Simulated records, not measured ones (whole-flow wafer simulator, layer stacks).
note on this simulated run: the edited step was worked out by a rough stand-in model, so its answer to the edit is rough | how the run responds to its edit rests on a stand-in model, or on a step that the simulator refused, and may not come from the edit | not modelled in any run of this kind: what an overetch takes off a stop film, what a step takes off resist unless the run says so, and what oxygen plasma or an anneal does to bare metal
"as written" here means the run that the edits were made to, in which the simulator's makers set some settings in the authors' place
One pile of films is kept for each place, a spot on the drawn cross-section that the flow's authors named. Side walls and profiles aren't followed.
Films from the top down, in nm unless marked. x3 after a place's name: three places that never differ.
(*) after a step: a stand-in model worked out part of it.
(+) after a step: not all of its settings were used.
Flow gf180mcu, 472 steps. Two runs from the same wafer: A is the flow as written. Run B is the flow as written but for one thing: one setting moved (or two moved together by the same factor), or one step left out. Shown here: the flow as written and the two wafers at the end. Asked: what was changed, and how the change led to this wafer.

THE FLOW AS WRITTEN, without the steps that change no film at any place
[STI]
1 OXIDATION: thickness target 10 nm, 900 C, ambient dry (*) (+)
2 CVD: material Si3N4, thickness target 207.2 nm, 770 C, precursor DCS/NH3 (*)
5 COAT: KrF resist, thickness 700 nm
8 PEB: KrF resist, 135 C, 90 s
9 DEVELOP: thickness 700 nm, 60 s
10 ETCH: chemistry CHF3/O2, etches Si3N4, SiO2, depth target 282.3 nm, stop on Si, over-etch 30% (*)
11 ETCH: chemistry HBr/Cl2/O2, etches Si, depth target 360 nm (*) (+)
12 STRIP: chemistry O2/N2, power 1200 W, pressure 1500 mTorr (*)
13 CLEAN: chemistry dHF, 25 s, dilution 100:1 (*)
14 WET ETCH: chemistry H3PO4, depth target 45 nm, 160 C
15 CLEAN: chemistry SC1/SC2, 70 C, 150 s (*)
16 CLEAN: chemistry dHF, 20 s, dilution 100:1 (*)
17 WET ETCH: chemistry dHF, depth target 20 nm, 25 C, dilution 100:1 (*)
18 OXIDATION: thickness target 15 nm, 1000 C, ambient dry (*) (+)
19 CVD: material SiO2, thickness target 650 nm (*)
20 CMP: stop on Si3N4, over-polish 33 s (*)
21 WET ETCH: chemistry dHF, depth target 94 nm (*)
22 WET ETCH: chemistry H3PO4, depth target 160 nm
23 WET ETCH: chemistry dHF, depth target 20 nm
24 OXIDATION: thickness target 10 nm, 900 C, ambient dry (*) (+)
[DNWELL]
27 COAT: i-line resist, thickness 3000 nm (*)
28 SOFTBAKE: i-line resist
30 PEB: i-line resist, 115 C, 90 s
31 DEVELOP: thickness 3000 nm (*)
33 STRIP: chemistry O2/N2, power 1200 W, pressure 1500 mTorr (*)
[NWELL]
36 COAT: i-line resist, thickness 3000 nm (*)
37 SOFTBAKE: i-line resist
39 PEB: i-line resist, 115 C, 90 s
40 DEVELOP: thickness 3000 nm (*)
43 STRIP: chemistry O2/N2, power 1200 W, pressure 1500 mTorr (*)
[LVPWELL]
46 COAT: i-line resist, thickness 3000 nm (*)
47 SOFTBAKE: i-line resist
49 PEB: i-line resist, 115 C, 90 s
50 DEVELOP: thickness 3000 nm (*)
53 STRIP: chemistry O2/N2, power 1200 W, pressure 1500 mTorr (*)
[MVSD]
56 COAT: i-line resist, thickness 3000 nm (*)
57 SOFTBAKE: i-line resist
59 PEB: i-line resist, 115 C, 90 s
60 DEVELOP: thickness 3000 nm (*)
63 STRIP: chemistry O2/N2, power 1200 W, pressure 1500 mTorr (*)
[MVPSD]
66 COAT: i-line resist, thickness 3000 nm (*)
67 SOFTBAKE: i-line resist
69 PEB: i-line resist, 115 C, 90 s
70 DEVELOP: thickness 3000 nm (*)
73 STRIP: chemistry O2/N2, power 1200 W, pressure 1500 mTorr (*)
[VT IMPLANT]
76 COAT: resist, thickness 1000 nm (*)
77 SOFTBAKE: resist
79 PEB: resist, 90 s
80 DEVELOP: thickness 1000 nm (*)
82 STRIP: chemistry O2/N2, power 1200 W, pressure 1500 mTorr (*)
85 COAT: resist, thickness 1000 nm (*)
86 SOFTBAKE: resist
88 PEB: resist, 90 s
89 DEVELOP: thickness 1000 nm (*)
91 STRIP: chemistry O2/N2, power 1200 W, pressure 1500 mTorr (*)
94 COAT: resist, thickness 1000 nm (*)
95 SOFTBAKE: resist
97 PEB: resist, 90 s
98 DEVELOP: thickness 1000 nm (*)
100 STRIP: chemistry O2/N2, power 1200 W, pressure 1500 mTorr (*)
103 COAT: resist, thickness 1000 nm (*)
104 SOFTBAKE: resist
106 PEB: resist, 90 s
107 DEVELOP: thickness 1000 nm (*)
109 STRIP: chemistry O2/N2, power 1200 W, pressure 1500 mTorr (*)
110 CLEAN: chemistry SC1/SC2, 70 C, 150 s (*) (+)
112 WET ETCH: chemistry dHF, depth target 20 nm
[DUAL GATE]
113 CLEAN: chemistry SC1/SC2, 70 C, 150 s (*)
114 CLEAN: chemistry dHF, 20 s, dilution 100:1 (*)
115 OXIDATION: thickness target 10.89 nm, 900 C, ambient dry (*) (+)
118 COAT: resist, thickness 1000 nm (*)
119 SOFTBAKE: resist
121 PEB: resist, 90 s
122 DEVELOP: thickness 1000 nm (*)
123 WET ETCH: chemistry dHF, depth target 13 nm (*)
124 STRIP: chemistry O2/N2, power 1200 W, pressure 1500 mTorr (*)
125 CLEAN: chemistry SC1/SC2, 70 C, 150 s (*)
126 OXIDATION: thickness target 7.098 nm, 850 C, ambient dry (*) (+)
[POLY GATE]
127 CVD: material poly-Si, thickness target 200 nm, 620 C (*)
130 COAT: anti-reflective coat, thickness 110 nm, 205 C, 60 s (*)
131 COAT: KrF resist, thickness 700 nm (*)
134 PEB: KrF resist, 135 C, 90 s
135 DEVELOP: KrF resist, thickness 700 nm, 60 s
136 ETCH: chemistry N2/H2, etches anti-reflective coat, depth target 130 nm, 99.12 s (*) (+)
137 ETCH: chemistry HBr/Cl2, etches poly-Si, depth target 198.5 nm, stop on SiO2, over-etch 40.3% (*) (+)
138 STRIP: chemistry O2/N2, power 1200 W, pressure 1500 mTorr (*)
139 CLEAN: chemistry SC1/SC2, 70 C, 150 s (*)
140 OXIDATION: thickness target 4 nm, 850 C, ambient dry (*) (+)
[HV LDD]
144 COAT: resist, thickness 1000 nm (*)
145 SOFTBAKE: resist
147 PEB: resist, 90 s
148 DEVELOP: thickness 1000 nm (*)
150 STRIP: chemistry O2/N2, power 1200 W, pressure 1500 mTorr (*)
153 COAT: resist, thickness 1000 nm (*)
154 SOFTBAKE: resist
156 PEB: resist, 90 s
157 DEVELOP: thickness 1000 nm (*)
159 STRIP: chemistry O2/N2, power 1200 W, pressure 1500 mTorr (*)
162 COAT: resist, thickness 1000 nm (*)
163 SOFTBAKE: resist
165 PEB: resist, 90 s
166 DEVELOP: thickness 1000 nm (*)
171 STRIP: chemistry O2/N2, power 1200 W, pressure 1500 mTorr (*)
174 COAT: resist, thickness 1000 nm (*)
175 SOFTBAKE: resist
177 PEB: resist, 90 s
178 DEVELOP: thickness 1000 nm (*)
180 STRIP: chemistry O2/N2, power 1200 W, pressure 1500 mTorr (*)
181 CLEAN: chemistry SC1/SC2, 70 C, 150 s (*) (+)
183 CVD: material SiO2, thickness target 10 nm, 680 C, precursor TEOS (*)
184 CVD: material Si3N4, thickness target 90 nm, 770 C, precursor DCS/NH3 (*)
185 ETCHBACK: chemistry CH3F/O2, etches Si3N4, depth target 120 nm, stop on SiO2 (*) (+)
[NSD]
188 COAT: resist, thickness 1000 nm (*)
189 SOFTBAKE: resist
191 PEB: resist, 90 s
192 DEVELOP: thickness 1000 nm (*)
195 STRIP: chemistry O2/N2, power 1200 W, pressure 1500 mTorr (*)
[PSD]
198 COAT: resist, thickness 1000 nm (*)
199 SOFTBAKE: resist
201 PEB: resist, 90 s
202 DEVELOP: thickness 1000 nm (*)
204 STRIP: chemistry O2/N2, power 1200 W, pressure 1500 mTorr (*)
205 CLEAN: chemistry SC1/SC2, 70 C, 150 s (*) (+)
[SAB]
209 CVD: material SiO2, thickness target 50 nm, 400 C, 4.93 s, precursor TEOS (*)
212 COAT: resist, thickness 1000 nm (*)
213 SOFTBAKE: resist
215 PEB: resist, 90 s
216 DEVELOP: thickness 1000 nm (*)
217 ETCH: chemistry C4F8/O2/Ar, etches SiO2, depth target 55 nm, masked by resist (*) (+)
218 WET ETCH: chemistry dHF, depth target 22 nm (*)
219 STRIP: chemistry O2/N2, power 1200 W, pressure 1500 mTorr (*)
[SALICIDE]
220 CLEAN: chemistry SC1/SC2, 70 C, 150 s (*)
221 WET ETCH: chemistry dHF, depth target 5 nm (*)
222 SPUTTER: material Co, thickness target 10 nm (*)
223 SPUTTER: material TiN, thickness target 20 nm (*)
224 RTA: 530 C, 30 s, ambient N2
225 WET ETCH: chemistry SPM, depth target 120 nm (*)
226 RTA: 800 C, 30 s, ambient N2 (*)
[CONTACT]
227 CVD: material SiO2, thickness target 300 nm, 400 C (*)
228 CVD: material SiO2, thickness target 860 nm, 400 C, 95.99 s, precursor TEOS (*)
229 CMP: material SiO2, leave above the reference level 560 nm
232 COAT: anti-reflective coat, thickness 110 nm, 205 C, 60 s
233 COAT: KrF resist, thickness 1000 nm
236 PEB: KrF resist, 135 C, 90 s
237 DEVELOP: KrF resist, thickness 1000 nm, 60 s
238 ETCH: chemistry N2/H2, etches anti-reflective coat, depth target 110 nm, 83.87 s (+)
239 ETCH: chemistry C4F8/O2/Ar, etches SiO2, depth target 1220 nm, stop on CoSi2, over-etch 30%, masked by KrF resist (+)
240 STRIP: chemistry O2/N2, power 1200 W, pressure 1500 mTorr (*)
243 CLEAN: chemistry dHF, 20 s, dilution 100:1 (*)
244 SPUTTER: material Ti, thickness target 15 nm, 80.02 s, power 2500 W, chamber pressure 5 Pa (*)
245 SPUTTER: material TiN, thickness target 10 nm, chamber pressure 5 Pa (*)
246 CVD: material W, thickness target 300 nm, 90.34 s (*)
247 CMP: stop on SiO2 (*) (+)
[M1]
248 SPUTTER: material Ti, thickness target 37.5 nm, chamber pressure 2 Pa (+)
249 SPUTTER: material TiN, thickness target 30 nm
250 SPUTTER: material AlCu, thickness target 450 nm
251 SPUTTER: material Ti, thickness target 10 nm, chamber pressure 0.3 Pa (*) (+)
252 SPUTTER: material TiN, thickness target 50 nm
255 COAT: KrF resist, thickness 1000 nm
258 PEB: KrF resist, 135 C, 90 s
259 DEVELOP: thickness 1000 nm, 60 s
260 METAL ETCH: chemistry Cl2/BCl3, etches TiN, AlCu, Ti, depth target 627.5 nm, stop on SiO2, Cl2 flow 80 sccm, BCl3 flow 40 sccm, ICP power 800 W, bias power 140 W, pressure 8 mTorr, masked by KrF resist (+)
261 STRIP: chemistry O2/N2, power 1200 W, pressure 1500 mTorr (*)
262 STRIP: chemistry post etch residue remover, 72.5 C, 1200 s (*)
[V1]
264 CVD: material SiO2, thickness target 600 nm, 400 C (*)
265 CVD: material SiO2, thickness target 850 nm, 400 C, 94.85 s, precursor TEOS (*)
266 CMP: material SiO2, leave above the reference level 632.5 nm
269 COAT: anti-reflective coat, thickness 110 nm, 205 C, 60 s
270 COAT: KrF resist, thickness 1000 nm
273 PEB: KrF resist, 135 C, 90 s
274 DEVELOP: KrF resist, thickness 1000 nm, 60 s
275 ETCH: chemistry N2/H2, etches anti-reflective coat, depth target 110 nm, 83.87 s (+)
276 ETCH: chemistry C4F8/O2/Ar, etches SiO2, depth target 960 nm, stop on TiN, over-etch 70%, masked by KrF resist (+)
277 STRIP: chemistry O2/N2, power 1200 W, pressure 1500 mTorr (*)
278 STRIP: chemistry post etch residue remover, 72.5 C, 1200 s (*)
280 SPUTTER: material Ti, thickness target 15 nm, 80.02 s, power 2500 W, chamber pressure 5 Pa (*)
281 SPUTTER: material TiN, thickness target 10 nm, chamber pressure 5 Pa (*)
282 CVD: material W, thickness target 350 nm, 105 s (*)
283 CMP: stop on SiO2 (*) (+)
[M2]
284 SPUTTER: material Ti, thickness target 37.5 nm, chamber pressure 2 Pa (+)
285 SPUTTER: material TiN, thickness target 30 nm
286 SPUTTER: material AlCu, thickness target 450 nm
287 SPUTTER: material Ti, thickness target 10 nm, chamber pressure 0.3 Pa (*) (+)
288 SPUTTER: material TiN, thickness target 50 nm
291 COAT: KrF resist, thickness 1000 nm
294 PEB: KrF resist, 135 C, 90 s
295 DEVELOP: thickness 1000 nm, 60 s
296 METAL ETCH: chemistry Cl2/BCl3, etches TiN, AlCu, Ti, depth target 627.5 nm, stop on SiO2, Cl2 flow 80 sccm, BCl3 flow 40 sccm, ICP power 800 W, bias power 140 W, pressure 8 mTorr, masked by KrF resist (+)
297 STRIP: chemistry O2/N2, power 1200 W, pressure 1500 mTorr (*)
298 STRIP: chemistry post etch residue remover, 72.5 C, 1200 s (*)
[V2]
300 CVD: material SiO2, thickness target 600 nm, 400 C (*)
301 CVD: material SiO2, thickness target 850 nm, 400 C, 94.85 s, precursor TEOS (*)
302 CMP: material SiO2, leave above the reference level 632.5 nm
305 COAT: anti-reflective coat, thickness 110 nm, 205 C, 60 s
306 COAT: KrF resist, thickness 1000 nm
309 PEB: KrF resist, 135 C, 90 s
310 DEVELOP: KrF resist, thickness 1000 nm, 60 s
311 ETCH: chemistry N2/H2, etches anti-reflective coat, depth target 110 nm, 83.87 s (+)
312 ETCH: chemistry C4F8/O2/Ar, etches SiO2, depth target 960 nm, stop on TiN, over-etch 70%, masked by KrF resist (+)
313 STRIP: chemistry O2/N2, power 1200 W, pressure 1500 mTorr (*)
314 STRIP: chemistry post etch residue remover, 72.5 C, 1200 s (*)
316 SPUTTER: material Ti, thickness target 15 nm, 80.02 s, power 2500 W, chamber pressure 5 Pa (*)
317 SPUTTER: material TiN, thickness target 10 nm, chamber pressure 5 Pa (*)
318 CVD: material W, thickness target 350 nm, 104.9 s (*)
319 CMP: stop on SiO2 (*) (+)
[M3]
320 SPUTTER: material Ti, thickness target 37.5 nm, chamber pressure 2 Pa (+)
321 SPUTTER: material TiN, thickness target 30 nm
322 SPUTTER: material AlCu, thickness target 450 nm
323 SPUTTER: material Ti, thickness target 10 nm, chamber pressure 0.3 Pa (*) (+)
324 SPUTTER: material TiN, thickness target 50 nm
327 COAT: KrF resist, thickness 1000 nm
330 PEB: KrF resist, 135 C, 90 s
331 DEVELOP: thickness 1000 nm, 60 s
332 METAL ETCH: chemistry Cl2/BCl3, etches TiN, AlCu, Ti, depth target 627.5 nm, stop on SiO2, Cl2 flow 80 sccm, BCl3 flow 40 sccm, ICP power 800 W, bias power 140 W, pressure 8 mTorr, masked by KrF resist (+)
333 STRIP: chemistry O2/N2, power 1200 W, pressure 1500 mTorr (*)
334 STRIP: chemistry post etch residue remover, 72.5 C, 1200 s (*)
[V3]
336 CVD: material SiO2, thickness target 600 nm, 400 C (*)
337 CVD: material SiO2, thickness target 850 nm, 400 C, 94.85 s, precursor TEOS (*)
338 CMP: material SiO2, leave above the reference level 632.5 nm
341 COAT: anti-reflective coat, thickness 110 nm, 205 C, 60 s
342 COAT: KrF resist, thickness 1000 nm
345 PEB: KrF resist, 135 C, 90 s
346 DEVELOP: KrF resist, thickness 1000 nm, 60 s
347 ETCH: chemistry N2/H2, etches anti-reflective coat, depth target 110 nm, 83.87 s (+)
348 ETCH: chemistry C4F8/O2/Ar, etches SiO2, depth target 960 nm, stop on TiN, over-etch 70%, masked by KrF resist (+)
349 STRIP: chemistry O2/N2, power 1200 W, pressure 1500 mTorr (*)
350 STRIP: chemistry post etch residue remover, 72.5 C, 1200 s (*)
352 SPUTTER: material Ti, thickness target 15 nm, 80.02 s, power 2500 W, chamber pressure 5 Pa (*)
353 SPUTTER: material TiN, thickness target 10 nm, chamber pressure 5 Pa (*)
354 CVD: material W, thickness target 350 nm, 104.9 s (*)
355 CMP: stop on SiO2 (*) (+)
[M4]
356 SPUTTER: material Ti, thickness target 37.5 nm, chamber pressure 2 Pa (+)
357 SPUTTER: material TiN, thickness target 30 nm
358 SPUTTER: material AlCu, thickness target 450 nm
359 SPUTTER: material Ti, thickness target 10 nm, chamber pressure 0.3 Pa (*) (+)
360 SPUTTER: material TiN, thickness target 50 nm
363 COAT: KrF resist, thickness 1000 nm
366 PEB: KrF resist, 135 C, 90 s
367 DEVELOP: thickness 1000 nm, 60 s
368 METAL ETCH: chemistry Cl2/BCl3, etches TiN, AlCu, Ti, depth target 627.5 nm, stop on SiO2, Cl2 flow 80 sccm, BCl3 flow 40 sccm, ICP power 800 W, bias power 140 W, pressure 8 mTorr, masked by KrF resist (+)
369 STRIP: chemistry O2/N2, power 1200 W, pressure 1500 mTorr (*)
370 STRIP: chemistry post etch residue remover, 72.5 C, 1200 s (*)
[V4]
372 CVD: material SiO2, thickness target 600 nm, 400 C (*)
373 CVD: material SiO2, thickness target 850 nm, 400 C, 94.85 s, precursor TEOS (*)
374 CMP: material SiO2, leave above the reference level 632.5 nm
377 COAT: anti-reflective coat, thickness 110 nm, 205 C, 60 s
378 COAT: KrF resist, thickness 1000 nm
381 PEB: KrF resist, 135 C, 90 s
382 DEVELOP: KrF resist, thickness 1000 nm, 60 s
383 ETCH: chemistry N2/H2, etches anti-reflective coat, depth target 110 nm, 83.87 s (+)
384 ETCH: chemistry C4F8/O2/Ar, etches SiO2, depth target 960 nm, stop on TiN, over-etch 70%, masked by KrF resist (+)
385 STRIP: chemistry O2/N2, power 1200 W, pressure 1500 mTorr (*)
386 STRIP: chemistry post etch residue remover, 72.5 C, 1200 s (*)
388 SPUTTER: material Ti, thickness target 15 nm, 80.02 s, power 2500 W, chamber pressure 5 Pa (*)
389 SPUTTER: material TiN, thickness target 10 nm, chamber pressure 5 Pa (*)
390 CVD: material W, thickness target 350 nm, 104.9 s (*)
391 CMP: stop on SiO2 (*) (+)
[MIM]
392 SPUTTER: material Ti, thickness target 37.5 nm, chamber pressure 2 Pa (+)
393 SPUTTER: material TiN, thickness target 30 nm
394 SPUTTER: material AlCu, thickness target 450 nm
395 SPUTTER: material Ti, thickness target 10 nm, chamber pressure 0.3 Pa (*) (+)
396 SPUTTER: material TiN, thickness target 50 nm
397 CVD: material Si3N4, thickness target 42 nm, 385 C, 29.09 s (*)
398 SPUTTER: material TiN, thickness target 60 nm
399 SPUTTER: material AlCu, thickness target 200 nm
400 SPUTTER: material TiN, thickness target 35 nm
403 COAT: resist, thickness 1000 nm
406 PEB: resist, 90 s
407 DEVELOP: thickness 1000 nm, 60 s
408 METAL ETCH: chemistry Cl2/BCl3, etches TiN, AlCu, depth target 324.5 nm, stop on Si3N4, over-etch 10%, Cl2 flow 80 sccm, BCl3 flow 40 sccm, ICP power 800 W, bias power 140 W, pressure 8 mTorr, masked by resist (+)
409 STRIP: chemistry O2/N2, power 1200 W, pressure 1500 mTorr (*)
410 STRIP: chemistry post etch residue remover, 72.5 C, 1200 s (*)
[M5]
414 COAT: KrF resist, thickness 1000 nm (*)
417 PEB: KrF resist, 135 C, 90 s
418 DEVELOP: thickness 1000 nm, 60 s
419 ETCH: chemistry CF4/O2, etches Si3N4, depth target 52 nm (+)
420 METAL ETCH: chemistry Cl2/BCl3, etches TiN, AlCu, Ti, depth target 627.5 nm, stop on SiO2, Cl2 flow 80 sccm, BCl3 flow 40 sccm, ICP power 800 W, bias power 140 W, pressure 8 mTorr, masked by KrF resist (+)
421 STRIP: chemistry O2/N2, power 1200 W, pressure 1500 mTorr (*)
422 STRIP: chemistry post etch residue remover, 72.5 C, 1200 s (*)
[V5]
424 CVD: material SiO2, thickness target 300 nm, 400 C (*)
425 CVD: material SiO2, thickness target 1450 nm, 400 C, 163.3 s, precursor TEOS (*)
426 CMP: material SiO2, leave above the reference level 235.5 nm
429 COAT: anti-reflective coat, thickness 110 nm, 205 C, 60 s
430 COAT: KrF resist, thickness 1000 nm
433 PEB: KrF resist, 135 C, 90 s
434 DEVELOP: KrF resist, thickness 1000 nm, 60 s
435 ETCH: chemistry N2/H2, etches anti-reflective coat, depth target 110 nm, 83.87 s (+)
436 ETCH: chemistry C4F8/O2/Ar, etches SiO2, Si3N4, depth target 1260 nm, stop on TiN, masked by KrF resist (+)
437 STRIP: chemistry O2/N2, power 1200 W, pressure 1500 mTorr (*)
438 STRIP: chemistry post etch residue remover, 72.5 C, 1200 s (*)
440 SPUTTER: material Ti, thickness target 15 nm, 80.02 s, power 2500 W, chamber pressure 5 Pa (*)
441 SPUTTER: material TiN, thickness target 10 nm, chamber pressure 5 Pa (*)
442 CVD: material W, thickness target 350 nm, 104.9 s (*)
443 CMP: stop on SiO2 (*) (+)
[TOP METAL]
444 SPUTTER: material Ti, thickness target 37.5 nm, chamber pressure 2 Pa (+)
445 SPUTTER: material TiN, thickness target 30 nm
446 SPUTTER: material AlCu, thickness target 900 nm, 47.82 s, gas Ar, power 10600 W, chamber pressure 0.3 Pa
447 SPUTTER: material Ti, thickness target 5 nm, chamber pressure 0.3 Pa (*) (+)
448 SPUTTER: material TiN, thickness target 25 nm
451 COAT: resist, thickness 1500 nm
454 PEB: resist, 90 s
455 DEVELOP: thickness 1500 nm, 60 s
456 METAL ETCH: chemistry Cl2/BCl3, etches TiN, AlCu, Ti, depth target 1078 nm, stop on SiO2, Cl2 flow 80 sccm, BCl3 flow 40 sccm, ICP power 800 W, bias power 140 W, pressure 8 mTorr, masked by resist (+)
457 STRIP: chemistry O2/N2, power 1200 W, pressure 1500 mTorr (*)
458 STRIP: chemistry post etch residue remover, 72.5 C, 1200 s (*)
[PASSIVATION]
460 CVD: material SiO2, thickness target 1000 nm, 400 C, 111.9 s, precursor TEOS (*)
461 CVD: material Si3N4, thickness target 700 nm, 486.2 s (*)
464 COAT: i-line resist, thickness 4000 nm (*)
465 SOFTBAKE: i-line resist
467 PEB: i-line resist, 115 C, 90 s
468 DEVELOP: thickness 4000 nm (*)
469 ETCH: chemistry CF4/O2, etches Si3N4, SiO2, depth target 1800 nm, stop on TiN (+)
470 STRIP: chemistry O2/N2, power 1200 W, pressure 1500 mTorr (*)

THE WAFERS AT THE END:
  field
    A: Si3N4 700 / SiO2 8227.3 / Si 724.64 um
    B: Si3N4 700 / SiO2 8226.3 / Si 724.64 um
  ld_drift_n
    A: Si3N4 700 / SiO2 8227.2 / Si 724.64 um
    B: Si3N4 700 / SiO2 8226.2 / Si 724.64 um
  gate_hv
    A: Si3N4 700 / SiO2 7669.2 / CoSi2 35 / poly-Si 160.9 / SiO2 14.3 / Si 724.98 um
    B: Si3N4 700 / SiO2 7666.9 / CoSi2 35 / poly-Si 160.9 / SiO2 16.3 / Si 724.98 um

The cause: step 126, OXIDATION: thickness target 9.44 nm was run, where the flow has thickness target 7.098 nm; step 137, ETCH: depth target 264 nm was run, where the flow has depth target 198.5 nm.

How the change led to this, step by step:
  126 OXIDATION: thickness target 7.098 nm, 850 C, ambient dry (*) (+)
      gate_hv, active_hv, active_nat and 25 more: A SiO2 +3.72, Si -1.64 | B SiO2 +5.73, Si -2.52
      active, n_well, p_well and 12 more: A SiO2 +7.1 (new film), chemical SiO2 -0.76 (all of it), Si -2.79 | B SiO2 +9.44 (new film), chemical SiO2 -0.76 (all of it), Si -3.82
  137 ETCH: chemistry HBr/Cl2, etches poly-Si, depth target 198.5 nm, stop on SiO2, over-etch 40.3% (*) (+)
      field__w6, sti, m1 and 8 more: A poly-Si -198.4 (all of it), SiO2 -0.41 | B poly-Si -198.4 (all of it), SiO2 -5.58
      field__w3, field__w12, field_sub and 7 more: A poly-Si -198.6 (all of it), SiO2 -0.4 | B poly-Si -198.6 (all of it), SiO2 -5.56
      (and at 43 more places)
  145 SOFTBAKE: resist
      active_nat: A resist +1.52 | B resist +2.63
  154 SOFTBAKE: resist
      active_nat: A resist +1.52 | B resist +2.63
  163 SOFTBAKE: resist
      active_nat: A resist +1.52 | B resist +2.63
  175 SOFTBAKE: resist
      active_nat: A resist +1.52 | B resist +2.63
  189 SOFTBAKE: resist
      active_hv: A resist +0.78 | B resist +0.18
  199 SOFTBAKE: resist
      active_hv: A resist +0.78 | B resist +0.18
  218 WET ETCH: chemistry dHF, depth target 22 nm (*)
      ldn_tap, ldn_src, ldn_drn, ldp_tap, ldp_src, ldp_drn, ldp_gr: A SiO2 -16 (all of it) | B SiO2 -12.9 (all of it)
      active, iso_ptap_pw, iso_ntap_nw, iso_ptap_sub, vpnp_e: A SiO2 -9.01 (all of it) | B SiO2 -6.49 (all of it)
      (and at 11 more places)
  223 SPUTTER: material TiN, thickness target 20 nm (*)
      field__w12: A TiN +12 (new film) | B TiN +12.6 (new film)
  225 WET ETCH: chemistry SPM, depth target 120 nm (*)
      field__w12: A TiN -12 (all of it), Co -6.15 (all of it) | B TiN -12.6 (all of it), Co -6.13 (all of it)
  229 CMP: material SiO2, leave above the reference level 560 nm
      field__w3: A SiO2 -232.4 | B SiO2 -227.3
      field__w12: A SiO2 -232.2 | B SiO2 -227.2
      (and at 1 more place)
